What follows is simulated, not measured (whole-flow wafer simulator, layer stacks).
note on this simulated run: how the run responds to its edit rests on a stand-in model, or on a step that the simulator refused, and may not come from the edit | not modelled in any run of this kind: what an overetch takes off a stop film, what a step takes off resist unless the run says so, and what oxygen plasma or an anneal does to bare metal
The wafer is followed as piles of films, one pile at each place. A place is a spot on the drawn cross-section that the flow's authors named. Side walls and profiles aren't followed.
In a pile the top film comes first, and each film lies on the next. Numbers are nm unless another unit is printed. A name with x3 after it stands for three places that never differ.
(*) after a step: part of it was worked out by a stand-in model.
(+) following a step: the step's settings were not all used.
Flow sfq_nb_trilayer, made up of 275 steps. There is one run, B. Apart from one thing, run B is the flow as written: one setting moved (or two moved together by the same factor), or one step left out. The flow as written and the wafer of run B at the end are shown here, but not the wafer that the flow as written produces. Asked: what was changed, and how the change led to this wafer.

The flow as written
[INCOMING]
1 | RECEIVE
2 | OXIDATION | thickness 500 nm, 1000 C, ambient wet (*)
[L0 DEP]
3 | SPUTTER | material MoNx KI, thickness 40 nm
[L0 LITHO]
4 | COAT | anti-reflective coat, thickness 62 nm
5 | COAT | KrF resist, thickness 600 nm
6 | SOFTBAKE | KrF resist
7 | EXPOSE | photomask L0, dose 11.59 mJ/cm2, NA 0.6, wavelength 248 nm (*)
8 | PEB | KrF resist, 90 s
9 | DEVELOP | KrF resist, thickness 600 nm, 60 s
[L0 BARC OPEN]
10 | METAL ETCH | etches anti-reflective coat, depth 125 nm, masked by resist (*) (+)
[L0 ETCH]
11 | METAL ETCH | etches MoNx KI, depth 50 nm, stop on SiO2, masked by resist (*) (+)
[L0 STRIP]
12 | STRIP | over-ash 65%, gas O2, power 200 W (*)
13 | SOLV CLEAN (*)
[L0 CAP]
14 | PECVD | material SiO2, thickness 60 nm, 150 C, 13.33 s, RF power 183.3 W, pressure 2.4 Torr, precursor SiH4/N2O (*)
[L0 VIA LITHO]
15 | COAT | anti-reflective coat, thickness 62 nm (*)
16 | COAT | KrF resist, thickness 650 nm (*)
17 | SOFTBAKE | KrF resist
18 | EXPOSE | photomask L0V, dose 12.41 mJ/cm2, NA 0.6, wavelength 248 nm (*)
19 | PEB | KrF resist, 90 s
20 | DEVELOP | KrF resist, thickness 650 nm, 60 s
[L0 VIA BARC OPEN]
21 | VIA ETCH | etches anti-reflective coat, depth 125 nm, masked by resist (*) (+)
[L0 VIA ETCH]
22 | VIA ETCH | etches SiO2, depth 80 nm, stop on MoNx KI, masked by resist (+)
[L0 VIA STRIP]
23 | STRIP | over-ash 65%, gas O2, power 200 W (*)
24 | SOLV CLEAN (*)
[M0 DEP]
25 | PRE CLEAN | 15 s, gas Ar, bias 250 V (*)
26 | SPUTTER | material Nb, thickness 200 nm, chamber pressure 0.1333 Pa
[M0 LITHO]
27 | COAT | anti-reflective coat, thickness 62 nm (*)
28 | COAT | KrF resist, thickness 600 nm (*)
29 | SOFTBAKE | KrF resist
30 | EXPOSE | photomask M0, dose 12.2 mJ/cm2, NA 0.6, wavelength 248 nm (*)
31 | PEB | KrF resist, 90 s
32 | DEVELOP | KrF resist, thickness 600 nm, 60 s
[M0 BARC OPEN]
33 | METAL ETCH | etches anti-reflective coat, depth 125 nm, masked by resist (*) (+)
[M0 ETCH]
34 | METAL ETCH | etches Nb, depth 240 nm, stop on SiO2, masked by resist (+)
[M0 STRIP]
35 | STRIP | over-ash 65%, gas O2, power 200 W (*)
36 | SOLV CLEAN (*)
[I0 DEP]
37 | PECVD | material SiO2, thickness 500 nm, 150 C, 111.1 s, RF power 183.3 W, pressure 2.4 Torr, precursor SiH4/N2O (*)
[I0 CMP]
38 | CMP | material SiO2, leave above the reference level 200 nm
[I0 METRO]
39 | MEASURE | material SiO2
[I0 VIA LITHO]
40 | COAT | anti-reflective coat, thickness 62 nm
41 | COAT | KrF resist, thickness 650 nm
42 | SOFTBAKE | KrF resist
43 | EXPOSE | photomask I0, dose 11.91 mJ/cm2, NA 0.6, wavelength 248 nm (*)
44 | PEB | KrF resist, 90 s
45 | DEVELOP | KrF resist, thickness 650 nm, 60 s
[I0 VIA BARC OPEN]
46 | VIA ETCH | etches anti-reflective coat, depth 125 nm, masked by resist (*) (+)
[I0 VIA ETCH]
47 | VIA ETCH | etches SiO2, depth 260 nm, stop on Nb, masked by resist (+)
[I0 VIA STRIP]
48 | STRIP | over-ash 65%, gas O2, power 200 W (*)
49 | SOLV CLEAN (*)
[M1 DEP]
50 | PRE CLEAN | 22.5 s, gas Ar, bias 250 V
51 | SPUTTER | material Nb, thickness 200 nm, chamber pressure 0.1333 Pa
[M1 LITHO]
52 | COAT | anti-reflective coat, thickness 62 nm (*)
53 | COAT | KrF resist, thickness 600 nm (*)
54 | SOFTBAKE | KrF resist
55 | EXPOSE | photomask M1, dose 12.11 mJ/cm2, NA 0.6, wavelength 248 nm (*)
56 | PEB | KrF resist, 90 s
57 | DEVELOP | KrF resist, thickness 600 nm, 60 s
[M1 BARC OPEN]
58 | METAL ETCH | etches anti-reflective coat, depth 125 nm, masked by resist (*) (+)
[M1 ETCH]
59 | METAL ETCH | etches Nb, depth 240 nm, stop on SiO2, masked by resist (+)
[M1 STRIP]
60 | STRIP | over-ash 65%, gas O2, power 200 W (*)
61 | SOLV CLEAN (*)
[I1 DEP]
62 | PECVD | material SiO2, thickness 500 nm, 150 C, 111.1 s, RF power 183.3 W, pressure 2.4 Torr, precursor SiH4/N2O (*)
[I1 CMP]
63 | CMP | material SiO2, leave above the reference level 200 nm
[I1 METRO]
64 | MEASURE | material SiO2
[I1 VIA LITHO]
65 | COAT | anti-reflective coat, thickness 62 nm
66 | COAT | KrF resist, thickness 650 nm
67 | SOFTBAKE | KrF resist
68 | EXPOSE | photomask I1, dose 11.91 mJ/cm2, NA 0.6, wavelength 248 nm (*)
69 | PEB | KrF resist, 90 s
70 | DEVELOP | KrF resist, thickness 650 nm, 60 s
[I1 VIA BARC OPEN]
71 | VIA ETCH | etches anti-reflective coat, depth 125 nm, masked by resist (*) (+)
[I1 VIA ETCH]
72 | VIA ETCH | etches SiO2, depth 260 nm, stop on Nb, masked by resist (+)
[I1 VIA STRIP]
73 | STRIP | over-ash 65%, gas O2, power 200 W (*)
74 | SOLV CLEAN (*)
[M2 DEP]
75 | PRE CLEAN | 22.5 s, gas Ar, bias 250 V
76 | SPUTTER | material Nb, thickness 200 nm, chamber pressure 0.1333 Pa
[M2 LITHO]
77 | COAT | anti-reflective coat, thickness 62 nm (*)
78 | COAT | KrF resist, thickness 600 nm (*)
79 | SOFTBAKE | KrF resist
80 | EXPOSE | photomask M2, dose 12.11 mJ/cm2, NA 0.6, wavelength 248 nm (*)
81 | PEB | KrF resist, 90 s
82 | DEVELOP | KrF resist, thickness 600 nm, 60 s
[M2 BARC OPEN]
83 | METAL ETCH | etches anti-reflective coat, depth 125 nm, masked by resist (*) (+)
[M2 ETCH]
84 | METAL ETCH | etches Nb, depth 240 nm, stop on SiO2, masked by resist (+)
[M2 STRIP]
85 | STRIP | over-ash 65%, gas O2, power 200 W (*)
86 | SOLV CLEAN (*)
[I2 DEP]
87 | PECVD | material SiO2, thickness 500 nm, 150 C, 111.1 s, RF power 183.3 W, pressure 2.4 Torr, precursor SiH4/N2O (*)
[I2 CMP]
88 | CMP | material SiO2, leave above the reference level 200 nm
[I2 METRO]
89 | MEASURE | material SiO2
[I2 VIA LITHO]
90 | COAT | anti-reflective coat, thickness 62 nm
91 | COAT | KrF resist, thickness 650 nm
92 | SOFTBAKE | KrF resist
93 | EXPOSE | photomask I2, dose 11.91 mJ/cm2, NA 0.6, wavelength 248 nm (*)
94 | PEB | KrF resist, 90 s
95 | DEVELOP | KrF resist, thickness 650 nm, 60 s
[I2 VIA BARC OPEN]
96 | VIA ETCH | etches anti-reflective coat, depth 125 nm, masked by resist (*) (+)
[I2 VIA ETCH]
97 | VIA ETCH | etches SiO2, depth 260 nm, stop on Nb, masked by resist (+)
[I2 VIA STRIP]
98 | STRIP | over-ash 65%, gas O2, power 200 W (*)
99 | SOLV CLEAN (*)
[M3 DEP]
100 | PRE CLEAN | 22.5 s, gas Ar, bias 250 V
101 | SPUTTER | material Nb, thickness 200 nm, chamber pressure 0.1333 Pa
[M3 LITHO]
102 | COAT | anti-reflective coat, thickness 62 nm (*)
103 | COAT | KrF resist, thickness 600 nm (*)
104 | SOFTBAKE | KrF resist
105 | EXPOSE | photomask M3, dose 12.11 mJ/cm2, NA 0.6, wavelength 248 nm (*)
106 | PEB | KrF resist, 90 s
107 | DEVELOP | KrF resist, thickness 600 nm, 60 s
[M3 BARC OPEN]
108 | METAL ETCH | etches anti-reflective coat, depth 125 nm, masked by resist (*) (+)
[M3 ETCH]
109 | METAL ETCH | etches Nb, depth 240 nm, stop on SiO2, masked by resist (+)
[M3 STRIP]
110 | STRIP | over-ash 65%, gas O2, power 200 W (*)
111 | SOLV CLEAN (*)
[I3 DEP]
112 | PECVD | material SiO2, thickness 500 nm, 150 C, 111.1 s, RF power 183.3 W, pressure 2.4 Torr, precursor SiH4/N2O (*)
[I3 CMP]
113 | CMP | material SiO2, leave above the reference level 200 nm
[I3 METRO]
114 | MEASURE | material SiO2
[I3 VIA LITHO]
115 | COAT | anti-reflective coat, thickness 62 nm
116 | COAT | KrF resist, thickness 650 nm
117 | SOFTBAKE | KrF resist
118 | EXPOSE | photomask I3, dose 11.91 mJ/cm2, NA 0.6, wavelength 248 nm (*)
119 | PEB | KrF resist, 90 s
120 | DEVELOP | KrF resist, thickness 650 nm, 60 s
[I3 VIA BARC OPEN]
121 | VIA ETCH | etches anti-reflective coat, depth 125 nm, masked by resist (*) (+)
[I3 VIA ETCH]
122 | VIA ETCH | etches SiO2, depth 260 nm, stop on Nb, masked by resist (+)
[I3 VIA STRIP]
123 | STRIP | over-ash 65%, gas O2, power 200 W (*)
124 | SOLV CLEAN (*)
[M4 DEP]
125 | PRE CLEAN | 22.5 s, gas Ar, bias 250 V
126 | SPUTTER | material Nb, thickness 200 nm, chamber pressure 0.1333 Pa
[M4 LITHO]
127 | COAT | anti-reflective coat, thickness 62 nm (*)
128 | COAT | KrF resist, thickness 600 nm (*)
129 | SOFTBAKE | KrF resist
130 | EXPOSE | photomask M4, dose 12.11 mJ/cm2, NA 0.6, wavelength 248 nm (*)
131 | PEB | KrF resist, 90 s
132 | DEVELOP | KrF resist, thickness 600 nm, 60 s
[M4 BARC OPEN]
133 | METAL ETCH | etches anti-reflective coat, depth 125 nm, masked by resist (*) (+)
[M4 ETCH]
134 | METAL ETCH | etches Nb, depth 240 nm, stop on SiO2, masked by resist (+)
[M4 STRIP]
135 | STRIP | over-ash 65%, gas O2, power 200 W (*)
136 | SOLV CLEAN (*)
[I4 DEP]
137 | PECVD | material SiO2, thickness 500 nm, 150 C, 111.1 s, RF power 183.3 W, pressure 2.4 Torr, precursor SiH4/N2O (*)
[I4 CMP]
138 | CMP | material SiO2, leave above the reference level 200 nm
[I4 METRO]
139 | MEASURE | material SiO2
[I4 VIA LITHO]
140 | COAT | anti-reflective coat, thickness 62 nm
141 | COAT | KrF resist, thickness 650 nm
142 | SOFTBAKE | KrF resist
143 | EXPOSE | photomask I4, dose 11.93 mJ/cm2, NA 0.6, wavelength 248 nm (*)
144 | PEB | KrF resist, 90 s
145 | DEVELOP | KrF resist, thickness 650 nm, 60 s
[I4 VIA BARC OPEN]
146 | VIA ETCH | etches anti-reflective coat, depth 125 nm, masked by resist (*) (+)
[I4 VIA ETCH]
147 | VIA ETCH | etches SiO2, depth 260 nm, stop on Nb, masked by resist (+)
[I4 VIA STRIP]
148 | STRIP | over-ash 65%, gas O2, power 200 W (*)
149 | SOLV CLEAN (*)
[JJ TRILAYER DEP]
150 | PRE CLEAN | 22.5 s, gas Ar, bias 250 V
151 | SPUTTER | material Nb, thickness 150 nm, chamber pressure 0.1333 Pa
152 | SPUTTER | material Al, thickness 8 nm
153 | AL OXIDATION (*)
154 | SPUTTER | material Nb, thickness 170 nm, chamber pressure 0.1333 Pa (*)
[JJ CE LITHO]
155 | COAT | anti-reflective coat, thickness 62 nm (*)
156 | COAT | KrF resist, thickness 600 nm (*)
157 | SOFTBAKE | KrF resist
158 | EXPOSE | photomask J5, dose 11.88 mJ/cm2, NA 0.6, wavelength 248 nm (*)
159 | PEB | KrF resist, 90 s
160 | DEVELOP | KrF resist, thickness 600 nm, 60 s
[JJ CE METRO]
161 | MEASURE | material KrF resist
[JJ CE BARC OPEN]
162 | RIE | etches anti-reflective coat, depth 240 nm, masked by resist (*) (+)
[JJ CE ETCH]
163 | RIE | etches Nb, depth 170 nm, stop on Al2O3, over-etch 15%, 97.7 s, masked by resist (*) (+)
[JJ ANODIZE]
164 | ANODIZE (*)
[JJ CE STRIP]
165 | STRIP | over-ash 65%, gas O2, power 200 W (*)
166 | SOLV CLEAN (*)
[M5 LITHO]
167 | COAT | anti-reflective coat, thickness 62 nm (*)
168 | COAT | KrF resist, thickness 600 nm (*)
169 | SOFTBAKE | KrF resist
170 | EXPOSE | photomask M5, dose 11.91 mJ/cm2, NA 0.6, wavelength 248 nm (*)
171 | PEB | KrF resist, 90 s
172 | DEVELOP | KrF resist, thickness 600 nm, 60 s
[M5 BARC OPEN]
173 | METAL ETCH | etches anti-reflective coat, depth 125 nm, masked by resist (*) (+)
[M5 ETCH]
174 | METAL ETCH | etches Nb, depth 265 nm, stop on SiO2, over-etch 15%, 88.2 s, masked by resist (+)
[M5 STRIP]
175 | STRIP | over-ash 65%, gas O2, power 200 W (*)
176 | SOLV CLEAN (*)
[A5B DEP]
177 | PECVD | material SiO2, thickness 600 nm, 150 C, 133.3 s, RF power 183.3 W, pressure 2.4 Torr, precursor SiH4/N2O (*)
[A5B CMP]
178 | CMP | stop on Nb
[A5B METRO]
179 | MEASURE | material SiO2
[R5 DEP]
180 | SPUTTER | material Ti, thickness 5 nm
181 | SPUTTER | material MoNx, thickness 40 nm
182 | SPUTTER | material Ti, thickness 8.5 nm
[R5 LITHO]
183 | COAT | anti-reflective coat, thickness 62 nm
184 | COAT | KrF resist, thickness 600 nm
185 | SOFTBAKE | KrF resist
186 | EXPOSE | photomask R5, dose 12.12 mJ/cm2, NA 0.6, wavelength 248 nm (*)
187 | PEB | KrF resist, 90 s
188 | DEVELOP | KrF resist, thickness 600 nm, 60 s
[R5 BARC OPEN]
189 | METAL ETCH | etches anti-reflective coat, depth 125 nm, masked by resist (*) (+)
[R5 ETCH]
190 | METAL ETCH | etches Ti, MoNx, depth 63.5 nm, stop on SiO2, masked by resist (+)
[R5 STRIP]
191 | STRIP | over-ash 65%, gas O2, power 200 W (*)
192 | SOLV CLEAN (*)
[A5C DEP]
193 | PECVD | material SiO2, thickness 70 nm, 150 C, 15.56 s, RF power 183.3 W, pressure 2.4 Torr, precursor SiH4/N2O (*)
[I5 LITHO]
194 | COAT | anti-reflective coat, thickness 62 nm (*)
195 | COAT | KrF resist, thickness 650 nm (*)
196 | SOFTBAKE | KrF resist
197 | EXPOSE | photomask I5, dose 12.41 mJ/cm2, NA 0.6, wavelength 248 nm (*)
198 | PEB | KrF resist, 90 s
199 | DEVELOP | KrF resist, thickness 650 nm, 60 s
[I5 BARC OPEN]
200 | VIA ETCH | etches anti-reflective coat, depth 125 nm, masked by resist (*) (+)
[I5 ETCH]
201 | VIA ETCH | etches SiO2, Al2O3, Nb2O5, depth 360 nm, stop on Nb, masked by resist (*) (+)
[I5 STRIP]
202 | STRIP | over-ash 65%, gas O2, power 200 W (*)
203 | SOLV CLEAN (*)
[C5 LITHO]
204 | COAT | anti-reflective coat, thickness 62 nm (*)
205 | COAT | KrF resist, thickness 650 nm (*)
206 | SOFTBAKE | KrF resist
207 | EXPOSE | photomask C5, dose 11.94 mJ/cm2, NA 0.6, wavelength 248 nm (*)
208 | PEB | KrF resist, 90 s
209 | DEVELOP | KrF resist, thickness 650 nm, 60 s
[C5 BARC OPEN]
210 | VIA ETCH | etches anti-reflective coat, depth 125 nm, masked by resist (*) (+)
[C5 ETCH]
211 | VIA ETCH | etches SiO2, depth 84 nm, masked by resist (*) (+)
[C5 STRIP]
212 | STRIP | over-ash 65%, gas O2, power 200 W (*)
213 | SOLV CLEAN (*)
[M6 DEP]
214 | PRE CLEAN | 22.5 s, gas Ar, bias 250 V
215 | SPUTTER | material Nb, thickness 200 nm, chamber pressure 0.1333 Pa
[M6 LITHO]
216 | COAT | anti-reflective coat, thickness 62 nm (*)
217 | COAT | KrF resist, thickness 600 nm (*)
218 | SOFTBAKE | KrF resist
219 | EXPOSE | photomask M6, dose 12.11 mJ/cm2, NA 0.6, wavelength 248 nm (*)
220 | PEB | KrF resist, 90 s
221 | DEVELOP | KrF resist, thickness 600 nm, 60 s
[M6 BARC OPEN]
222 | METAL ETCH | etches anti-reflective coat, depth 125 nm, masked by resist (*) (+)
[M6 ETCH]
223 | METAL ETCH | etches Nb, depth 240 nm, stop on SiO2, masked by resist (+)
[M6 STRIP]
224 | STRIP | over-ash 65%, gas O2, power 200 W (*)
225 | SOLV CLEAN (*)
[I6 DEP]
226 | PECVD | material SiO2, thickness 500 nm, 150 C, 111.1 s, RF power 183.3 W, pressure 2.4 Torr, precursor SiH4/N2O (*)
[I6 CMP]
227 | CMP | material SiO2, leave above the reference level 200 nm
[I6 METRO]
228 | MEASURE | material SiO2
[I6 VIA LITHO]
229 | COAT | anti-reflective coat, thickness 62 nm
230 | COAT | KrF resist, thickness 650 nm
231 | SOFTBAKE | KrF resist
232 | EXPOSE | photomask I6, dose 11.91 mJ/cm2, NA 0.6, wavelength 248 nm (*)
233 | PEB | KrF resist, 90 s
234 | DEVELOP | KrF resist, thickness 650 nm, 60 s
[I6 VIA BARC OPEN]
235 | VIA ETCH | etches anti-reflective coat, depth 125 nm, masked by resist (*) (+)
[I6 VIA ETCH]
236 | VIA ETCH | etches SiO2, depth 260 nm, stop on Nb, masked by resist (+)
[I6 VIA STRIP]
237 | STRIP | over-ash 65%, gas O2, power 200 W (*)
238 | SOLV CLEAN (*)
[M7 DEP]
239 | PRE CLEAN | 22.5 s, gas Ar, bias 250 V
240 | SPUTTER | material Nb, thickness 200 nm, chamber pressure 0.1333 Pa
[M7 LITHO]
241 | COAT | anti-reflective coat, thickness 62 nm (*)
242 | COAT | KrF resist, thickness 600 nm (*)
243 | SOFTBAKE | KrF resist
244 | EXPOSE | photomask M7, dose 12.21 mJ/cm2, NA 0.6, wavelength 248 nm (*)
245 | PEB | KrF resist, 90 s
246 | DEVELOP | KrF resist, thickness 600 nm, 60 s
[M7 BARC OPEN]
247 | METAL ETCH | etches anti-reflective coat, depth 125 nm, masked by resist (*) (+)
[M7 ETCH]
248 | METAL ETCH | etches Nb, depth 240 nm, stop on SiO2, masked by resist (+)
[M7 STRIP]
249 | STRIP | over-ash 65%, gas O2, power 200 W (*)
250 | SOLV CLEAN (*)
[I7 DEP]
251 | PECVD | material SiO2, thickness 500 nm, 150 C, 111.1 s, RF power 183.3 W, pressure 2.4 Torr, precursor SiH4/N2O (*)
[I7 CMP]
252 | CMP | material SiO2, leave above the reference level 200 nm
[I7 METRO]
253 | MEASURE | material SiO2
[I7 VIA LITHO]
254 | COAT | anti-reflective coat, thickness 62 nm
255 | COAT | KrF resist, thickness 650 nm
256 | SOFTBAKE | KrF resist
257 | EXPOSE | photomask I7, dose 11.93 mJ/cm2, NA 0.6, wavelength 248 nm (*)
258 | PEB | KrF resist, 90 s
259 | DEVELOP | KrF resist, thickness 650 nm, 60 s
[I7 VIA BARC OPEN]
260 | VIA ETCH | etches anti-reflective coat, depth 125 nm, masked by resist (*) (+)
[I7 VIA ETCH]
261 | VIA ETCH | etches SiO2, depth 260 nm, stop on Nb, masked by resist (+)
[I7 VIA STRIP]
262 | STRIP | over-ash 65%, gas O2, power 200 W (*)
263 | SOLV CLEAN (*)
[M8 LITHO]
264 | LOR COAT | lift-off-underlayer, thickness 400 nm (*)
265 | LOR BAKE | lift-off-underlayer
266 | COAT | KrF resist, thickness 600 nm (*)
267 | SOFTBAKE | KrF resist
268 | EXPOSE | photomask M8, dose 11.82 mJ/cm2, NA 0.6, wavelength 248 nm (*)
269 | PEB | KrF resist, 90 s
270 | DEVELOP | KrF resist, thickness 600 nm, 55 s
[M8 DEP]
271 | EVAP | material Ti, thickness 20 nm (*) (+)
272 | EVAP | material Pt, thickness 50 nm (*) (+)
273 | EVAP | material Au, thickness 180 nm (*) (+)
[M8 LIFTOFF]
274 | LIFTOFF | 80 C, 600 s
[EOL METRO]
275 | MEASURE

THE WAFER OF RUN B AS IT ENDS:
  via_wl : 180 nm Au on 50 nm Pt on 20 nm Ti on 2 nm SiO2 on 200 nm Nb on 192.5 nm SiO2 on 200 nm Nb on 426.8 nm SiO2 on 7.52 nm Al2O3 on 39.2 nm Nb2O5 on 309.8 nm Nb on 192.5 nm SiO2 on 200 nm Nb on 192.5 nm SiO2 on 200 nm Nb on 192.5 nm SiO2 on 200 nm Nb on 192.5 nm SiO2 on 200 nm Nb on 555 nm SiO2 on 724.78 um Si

Cause: step 260, VIA ETCH: etches anti-reflective coat, depth 125 nm, masked by resist (*) (+), was omitted.

The path from the change to this, step by step:
  261 | VIA ETCH | etches SiO2, depth 260 nm, stop on Nb, masked by resist (+)
      via_wl, via_w, via_wr: -62 anti-reflective coat (all of it), -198 SiO2 (as written it would have been: -199.8 SiO2 (all of it))
  262 | STRIP | over-ash 65%, gas O2, power 200 W (*)
      field_l, v_sur, via_sp and 100 more: -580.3 KrF resist (all of it), -62 anti-reflective coat (all of it) (as written it would have been: -528.6 KrF resist (all of it), -62 anti-reflective coat (all of it))
If metal films that touch count as one body, via_wl has 8 bodies (between them, from the top down: SiO2 2; SiO2 192.5; SiO2 426.8 / Al2O3 7.52 / Nb2O5 39.2; SiO2 192.5; SiO2 192.5; SiO2 192.5; SiO2 192.5); the flow as written gives 7 bodies (between them, from the top down: SiO2 192.5; SiO2 426.8 / Al2O3 7.52 / Nb2O5 39.2; SiO2 192.5; SiO2 192.5; SiO2 192.5; SiO2 192.5).
